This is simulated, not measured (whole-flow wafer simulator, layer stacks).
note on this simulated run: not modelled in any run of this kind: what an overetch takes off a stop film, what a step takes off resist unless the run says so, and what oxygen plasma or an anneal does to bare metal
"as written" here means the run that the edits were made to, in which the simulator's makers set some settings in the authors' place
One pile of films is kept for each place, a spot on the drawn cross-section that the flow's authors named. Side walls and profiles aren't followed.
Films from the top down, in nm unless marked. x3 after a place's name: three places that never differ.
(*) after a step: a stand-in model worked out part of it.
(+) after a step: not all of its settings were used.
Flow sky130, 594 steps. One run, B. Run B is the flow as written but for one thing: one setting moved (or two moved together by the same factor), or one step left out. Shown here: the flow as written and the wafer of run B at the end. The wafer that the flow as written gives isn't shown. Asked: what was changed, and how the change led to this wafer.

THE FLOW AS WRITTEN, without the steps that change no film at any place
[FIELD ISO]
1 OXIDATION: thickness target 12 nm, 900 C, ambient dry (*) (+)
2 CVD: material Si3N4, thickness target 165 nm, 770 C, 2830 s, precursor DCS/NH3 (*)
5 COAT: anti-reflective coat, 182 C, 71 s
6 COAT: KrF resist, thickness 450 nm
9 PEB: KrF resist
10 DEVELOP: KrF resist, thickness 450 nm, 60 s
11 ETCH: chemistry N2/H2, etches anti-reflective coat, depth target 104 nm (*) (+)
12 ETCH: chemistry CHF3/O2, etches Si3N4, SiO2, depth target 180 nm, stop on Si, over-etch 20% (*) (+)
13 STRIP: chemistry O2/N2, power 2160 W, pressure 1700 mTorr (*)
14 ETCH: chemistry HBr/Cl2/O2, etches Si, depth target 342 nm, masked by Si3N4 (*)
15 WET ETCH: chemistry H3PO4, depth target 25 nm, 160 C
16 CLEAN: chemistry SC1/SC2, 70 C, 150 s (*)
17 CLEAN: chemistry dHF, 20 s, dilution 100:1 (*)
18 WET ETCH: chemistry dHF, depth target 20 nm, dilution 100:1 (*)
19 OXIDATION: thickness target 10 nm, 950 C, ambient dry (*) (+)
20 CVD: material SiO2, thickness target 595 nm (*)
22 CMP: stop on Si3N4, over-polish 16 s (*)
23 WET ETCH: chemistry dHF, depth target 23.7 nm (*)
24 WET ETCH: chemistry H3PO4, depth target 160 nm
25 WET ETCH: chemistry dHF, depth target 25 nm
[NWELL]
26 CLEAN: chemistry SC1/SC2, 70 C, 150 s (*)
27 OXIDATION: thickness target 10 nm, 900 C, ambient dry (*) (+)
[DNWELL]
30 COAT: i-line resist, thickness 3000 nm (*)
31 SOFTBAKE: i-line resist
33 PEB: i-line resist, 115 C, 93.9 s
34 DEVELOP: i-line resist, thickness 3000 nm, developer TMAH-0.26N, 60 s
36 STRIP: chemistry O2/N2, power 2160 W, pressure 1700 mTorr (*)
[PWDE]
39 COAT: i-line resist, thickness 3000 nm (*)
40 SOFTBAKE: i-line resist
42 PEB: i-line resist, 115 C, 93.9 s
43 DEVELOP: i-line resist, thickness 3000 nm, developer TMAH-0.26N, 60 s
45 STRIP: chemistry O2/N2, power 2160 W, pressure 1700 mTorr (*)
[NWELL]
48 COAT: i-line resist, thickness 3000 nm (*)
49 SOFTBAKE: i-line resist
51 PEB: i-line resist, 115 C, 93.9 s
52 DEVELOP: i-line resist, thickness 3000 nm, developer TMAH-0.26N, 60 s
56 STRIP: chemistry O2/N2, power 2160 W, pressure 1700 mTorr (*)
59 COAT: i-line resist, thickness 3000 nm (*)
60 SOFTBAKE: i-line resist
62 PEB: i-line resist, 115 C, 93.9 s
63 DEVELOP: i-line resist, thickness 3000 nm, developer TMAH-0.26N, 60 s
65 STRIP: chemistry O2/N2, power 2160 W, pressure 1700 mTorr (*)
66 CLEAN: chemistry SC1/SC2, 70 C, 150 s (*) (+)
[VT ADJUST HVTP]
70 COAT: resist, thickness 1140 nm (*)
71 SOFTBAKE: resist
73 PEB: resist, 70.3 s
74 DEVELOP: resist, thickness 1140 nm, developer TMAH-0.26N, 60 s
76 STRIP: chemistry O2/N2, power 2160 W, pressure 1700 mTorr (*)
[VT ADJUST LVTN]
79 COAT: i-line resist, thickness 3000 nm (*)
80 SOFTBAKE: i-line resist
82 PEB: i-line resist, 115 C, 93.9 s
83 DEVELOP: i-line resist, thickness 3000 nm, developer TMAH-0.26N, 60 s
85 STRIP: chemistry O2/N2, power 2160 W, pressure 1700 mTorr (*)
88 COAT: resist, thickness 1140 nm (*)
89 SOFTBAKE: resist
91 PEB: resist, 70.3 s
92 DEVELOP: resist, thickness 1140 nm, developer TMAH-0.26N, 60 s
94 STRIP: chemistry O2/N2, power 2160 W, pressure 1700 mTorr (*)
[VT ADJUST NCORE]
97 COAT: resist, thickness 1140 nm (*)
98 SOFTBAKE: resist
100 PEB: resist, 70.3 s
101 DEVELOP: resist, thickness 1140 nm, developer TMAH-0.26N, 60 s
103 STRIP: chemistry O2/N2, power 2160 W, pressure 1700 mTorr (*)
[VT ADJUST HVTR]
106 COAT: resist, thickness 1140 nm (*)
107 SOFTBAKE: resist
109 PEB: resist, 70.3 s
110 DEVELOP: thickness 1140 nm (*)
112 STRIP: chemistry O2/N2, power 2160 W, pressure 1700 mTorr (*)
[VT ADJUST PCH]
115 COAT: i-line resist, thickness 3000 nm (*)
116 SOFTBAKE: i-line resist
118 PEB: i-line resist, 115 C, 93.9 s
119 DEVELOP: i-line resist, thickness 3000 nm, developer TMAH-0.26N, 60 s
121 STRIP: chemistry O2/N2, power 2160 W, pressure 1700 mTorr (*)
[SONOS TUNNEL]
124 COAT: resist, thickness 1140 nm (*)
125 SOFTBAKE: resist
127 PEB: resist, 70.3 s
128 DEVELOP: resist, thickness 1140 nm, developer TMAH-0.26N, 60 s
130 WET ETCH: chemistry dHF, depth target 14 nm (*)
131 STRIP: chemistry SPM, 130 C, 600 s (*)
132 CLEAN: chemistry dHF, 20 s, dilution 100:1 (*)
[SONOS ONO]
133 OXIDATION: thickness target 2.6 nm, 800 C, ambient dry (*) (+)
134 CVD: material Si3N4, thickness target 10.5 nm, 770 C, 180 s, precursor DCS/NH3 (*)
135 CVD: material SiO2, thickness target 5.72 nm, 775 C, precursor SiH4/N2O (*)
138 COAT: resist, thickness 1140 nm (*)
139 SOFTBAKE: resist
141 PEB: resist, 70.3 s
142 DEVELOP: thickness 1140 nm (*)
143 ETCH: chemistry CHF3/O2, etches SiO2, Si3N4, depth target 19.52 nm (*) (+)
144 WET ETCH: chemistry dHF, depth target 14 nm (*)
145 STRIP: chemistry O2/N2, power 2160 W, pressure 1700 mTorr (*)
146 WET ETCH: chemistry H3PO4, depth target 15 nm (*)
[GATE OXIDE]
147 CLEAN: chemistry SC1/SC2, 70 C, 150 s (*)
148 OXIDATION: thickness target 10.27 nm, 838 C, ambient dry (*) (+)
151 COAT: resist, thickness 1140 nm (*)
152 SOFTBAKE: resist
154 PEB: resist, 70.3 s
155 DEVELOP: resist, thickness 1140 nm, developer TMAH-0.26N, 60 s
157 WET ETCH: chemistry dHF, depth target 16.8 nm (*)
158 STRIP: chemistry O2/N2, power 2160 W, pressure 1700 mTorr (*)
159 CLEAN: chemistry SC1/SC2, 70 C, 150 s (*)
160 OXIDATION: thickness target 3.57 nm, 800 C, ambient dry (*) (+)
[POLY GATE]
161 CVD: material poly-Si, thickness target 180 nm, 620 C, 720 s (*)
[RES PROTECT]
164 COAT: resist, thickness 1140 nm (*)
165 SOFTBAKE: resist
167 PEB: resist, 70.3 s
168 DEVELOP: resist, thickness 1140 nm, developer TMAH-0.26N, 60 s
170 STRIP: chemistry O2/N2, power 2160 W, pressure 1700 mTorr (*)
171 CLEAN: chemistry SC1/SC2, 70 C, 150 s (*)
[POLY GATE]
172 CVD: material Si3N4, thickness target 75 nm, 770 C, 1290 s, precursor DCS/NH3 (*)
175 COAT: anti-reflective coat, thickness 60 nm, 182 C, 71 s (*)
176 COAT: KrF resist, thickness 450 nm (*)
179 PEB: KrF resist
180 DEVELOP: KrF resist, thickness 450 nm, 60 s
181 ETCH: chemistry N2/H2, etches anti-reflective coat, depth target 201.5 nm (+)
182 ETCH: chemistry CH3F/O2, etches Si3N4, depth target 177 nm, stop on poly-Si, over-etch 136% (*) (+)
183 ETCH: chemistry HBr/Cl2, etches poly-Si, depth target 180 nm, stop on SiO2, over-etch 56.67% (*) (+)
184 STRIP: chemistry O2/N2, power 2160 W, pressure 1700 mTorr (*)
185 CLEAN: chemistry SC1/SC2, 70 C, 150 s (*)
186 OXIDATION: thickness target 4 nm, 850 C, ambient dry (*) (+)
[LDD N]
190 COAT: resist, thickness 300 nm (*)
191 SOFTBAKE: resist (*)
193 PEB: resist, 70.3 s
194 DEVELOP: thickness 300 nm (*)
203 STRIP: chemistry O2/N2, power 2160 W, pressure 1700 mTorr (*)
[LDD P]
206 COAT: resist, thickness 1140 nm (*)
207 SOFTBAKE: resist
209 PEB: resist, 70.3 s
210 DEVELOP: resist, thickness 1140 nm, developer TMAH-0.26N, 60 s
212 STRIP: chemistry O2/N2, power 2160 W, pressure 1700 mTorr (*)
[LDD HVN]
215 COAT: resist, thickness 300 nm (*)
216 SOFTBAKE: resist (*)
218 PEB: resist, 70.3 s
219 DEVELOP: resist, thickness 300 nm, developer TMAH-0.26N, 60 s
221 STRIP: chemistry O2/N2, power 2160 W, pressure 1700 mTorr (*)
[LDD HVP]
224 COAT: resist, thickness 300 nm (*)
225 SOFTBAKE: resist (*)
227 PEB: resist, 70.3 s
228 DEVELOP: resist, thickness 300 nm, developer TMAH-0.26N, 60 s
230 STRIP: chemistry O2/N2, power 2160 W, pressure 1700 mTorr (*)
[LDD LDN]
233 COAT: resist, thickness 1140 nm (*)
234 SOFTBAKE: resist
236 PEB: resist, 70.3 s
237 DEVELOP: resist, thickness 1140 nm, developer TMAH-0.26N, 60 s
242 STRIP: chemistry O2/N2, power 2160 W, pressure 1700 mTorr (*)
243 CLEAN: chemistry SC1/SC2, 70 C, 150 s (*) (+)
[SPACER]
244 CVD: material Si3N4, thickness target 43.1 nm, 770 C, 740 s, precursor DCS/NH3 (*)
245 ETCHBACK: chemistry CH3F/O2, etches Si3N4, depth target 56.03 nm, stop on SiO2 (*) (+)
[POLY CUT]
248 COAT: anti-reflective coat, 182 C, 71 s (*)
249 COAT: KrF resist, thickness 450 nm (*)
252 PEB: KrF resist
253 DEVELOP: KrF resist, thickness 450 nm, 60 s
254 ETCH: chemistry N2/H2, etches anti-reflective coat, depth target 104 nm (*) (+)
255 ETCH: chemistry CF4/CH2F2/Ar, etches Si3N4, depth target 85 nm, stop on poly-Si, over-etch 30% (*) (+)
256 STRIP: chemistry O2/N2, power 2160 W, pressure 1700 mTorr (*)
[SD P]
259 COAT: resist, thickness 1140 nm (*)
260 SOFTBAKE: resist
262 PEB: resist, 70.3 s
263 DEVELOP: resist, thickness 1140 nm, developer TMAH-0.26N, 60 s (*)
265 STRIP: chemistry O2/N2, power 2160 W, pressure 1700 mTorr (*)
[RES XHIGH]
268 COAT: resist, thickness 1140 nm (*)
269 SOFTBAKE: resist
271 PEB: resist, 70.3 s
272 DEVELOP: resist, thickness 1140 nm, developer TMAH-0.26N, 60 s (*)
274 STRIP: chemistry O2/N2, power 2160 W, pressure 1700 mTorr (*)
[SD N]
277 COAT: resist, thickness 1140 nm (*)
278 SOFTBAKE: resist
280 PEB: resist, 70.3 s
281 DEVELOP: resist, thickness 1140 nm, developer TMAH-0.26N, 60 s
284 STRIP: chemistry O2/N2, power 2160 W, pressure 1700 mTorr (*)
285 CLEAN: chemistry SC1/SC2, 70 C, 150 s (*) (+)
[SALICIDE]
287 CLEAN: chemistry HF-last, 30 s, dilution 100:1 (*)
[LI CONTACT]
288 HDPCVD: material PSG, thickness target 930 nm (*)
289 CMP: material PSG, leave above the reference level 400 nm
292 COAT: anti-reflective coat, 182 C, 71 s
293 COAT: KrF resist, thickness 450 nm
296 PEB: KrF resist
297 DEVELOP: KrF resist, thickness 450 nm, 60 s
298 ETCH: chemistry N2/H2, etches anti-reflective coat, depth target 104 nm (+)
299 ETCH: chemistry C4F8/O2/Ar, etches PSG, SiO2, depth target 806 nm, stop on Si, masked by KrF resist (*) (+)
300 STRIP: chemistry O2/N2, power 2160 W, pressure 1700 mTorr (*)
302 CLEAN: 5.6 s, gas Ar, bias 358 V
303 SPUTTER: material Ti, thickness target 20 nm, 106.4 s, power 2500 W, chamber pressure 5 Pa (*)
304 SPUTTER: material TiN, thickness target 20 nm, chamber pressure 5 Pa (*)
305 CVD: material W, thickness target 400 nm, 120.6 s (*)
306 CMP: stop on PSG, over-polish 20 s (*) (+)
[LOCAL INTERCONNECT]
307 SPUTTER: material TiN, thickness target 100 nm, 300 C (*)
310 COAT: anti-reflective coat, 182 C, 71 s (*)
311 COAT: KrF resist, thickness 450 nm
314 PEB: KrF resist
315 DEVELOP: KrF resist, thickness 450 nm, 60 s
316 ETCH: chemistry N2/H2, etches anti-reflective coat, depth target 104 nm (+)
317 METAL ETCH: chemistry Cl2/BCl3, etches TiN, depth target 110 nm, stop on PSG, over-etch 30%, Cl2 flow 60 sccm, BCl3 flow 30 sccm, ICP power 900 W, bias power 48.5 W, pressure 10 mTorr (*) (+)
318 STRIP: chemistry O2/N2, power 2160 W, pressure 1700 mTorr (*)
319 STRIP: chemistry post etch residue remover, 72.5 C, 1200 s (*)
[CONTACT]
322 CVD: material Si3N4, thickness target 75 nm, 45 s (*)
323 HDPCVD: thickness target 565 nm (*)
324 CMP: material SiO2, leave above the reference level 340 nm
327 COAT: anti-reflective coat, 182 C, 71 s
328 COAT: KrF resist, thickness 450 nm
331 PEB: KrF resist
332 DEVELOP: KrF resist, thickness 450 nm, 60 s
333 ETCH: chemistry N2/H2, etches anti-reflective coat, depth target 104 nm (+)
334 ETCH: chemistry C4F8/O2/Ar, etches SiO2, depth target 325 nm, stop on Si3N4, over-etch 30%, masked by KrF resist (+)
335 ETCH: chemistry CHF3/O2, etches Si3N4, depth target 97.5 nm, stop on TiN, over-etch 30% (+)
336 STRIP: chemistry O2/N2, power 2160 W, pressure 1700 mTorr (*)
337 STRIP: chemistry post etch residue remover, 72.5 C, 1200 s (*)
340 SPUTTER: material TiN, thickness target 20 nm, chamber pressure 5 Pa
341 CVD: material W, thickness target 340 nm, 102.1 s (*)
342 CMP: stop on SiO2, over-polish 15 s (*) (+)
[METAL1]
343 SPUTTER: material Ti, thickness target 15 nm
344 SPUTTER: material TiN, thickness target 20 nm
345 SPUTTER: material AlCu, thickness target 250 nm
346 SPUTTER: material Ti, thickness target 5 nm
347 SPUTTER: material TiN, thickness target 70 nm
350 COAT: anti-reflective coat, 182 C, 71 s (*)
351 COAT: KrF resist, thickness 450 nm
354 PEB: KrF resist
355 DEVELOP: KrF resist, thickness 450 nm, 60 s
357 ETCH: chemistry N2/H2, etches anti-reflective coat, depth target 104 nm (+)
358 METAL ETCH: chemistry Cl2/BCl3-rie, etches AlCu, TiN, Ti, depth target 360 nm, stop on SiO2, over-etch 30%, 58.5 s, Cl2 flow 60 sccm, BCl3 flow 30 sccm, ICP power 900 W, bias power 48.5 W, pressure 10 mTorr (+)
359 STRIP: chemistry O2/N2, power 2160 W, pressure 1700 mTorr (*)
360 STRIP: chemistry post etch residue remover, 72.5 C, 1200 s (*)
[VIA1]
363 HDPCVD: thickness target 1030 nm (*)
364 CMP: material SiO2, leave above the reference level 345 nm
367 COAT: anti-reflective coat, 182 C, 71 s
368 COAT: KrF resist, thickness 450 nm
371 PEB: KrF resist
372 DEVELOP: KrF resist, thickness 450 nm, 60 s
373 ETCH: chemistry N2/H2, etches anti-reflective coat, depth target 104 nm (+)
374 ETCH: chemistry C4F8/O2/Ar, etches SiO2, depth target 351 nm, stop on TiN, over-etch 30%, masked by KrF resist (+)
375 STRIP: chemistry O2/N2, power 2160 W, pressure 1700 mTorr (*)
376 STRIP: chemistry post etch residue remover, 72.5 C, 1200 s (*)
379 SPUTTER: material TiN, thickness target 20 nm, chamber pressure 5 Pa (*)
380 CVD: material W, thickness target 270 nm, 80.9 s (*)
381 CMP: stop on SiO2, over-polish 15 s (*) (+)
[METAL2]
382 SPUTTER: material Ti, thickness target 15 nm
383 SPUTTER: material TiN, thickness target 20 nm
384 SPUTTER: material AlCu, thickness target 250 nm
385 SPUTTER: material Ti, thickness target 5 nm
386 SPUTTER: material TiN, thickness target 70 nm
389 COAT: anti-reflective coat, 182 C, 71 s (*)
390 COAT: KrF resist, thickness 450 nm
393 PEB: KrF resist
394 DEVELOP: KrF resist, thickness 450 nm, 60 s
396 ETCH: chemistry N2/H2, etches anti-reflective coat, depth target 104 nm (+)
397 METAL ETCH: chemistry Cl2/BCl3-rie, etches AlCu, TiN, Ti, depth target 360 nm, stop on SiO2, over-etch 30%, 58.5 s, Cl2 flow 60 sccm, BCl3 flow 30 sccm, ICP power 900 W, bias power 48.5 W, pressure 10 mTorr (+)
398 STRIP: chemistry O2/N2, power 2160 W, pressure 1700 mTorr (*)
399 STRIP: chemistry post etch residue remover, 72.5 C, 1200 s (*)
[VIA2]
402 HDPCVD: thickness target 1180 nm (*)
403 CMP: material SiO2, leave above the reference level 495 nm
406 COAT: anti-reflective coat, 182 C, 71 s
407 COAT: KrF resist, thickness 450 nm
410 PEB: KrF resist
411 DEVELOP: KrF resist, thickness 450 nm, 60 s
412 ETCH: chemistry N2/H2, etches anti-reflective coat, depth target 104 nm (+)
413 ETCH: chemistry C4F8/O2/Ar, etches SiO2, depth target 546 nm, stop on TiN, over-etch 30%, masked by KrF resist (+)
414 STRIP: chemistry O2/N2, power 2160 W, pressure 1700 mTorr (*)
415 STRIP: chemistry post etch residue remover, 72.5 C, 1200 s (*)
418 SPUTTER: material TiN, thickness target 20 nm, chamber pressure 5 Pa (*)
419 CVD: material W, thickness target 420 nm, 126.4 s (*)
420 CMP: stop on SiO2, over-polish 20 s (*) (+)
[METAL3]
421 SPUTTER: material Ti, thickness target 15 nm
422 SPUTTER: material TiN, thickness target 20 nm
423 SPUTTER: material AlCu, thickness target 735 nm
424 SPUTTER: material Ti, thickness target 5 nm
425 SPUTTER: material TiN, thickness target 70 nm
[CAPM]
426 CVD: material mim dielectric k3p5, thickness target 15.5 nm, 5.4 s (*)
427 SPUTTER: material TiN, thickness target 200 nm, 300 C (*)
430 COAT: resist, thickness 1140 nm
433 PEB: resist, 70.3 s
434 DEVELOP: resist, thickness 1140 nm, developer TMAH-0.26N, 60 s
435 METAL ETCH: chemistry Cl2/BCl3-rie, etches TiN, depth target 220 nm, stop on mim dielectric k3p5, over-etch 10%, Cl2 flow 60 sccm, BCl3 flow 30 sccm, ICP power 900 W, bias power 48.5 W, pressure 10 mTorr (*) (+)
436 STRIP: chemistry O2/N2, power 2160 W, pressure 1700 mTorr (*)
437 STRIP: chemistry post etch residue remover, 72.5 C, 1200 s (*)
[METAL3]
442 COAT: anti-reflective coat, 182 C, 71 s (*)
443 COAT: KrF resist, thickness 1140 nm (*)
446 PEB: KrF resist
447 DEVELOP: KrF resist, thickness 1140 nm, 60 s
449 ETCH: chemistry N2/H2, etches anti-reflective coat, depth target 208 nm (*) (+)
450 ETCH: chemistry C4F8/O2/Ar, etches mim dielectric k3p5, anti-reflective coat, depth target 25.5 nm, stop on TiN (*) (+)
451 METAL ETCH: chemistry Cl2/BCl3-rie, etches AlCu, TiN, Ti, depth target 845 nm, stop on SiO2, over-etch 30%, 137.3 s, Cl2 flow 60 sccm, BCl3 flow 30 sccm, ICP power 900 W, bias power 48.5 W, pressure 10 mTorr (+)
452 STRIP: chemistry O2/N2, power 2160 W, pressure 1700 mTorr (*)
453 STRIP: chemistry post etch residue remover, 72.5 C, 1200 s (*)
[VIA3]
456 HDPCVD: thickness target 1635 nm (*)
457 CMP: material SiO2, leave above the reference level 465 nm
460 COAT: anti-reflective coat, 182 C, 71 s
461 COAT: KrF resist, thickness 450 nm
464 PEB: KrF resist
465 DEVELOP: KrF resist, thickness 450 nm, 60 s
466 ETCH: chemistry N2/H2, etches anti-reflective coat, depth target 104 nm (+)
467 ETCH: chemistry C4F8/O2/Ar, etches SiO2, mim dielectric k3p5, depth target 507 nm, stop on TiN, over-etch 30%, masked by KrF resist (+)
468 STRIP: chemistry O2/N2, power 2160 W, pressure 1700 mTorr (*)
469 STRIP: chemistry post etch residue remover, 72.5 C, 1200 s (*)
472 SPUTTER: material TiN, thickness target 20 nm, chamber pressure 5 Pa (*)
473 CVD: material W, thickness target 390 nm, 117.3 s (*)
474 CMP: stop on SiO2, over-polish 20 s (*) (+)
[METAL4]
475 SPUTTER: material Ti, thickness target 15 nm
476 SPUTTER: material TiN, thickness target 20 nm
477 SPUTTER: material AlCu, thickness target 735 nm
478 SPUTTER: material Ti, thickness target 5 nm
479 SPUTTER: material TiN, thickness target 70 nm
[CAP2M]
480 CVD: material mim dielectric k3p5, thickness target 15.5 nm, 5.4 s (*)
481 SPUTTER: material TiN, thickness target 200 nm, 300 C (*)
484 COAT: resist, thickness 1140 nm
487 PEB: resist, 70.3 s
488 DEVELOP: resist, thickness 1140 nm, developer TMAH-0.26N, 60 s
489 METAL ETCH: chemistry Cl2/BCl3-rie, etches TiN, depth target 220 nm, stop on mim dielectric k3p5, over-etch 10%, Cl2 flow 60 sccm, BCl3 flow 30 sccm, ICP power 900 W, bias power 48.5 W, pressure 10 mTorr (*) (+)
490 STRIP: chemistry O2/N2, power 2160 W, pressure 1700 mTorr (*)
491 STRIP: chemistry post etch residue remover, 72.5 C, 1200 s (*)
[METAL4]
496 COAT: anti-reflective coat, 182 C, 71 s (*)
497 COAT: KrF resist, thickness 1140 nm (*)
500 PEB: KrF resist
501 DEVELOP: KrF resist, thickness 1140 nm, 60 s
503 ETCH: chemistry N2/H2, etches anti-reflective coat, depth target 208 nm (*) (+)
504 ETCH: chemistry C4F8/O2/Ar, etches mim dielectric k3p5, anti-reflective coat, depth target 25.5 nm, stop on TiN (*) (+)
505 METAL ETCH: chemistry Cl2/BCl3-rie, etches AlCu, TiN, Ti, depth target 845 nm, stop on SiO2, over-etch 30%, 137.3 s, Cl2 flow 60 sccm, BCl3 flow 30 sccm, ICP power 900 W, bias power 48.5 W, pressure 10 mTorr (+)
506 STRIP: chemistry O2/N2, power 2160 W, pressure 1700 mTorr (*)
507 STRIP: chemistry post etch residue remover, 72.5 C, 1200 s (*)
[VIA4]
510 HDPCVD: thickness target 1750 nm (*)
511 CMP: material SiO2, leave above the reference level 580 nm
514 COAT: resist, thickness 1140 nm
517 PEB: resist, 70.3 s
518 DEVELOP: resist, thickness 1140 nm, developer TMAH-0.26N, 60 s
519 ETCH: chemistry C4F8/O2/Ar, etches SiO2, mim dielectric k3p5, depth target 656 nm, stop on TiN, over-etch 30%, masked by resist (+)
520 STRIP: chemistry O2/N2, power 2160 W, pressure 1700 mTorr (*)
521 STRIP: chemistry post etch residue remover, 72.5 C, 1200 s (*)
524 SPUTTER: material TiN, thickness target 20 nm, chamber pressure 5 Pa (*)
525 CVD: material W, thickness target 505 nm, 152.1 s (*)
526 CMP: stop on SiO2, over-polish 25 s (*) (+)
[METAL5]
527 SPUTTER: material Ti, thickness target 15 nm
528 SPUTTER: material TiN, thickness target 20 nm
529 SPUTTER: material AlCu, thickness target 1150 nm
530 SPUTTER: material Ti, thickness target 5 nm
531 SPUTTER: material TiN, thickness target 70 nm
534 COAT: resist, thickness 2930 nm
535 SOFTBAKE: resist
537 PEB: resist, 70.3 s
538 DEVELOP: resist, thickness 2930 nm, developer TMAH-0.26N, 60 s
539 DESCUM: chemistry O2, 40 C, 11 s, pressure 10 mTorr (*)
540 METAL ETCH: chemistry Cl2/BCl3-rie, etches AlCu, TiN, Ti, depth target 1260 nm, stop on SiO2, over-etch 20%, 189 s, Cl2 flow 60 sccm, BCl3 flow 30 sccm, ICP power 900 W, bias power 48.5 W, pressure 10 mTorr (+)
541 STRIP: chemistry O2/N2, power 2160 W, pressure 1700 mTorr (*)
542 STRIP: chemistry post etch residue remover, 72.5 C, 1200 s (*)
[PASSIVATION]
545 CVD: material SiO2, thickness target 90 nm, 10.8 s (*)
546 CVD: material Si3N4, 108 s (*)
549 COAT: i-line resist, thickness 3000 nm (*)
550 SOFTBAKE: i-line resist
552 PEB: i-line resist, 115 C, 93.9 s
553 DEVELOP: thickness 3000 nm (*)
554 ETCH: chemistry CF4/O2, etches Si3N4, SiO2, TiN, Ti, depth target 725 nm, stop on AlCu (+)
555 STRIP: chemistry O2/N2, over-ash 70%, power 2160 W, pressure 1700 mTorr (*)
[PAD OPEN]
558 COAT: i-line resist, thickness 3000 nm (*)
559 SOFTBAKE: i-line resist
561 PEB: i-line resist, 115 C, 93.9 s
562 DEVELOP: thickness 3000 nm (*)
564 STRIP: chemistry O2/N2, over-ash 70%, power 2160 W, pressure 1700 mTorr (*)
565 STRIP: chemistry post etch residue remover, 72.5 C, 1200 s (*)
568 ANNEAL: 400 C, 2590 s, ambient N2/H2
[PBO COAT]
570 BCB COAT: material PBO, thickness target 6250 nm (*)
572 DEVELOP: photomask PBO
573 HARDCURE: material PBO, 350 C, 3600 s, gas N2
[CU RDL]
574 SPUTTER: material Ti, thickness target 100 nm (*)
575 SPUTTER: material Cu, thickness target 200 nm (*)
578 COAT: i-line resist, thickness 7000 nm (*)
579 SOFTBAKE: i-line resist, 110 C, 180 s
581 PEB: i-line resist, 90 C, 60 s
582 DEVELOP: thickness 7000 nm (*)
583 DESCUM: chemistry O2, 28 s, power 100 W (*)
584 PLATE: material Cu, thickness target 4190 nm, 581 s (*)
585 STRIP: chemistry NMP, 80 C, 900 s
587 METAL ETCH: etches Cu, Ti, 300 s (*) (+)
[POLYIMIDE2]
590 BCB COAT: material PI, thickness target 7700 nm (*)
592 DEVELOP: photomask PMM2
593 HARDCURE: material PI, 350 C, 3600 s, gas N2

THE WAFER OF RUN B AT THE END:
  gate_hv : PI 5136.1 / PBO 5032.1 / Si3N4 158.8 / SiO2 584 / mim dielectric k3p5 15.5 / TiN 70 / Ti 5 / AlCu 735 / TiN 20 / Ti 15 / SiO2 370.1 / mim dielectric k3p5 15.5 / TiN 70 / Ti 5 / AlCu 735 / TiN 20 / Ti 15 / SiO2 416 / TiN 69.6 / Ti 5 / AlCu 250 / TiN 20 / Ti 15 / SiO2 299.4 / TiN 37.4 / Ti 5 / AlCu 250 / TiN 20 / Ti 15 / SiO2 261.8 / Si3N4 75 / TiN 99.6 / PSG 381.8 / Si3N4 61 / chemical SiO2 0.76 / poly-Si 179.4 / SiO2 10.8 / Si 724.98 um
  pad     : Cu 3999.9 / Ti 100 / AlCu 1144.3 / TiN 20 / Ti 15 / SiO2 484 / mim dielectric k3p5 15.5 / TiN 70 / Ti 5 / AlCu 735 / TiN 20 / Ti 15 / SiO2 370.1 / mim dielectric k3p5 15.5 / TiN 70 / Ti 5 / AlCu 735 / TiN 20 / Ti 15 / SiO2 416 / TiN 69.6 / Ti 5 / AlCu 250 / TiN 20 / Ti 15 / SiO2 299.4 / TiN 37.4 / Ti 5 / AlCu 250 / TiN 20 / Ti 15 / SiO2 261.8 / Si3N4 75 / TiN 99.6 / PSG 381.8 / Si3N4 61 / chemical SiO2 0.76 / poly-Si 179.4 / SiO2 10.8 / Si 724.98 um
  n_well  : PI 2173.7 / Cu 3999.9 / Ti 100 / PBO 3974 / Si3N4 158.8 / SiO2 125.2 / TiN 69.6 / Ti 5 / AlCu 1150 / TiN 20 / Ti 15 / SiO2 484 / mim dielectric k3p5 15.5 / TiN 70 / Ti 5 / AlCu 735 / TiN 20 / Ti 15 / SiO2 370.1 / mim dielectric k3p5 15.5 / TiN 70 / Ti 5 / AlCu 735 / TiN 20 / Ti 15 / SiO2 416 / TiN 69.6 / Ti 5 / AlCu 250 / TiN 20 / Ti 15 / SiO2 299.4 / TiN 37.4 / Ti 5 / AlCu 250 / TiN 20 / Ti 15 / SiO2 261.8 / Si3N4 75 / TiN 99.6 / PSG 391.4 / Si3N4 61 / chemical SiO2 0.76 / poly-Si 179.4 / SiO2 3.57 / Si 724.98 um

The cause: step 347, SPUTTER: thickness target 37.8 nm was run, where the flow has thickness target 70 nm.

How the change led to this, step by step:
  347 SPUTTER: material TiN, thickness target 70 nm
      field, active, n_well and 188 more: TiN +37.8 (new film) (as written it would be: TiN +70 (new film))
  358 METAL ETCH: chemistry Cl2/BCl3-rie, etches AlCu, TiN, Ti, depth target 360 nm, stop on SiO2, over-etch 30%, 58.5 s, Cl2 flow 60 sccm, BCl3 flow 30 sccm, ICP power 900 W, bias power 48.5 W, pressure 10 mTorr (+)
      field, active, gate and 81 more: TiN -36.5 (all of it), Ti -5 (all of it), AlCu -250 (all of it), TiN -20 (all of it), Ti -15 (all of it), SiO2 -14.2 (as written it would be: TiN -68.7 (all of it), Ti -5 (all of it), AlCu -250 (all of it), TiN -20 (all of it), Ti -15 (all of it), SiO2 -10.9)
  364 CMP: material SiO2, leave above the reference level 345 nm
      n_well, p_well, gate_hv and 100 more: SiO2 -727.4 (as written it would be: SiO2 -759.6)
      poly_licon, ndiff_licon, ndiff_licon_cpp, rpo_hd_licon: SiO2 -726.8 (as written it would be: SiO2 -759)
  374 ETCH: chemistry C4F8/O2/Ar, etches SiO2, depth target 351 nm, stop on TiN, over-etch 30%, masked by KrF resist (+)
      m1, via1_hole: SiO2 -302 (all of it) (as written it would be: SiO2 -269.8 (all of it))
  379 SPUTTER: material TiN, thickness target 20 nm, chamber pressure 5 Pa (*)
      m1: TiN +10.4 (as written it would be: TiN +11)
  380 CVD: material W, thickness target 270 nm, 80.9 s (*)
      m1, via1_hole: W +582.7 (new film) (as written it would be: W +549.9 (new film))
